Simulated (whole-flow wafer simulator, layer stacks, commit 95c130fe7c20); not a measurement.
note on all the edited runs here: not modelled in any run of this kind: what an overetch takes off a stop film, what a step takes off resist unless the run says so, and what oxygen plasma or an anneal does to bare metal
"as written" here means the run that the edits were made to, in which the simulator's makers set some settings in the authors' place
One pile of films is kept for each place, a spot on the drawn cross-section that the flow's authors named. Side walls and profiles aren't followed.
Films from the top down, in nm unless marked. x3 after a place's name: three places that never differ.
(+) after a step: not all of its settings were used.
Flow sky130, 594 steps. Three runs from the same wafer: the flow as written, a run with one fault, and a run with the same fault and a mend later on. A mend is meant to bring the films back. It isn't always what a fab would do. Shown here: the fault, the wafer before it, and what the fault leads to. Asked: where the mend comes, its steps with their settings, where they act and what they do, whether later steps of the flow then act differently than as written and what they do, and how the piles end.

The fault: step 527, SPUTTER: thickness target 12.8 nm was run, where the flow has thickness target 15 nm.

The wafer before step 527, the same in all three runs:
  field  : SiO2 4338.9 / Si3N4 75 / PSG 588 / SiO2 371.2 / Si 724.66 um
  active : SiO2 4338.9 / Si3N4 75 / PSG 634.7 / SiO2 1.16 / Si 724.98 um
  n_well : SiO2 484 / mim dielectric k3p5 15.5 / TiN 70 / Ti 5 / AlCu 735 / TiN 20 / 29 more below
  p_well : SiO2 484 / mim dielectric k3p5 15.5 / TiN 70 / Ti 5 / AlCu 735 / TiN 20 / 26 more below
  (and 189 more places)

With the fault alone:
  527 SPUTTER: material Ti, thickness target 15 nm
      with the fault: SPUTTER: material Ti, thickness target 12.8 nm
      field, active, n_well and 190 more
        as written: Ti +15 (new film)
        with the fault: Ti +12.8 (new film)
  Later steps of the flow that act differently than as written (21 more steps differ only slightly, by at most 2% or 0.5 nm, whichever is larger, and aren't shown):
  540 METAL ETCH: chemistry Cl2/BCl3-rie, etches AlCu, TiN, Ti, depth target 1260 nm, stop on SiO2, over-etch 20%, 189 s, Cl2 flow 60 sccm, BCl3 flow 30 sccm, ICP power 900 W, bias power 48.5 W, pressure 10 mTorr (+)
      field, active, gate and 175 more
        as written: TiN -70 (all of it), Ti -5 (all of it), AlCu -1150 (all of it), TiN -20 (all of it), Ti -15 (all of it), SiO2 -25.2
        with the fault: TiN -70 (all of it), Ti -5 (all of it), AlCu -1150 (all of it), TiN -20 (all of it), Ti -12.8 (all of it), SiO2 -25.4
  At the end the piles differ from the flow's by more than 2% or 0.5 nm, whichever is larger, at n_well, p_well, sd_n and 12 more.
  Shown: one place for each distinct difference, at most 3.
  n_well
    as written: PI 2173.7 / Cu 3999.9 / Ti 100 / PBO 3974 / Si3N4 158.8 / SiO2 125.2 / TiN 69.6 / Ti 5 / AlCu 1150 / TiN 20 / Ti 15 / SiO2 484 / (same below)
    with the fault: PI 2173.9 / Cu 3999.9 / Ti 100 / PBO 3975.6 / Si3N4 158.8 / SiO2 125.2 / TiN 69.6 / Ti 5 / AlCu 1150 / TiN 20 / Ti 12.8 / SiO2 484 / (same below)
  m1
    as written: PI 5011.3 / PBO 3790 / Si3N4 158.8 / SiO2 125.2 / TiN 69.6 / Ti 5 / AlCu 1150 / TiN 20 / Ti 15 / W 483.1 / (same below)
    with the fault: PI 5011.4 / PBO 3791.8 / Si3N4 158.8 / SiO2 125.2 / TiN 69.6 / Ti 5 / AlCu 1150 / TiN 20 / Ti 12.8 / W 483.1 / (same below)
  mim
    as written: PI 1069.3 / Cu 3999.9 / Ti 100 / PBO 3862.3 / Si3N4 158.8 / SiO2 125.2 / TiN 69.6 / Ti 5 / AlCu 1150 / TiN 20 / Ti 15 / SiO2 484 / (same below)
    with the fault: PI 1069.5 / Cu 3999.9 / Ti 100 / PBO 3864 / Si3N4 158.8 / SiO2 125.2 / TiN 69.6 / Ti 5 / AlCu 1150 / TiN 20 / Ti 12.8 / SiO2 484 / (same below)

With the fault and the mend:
  The mend comes after step 527.
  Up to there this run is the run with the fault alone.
  527a SPUTTER: material Ti, thickness target 2.2 nm (the flow's step 527 once more, with other settings)
      field, active, n_well and 190 more
        Ti +2.2
  No later step of the flow acts differently than as written at any place that is followed.
  At the end the piles are the same as the flow's at every place that both follow.
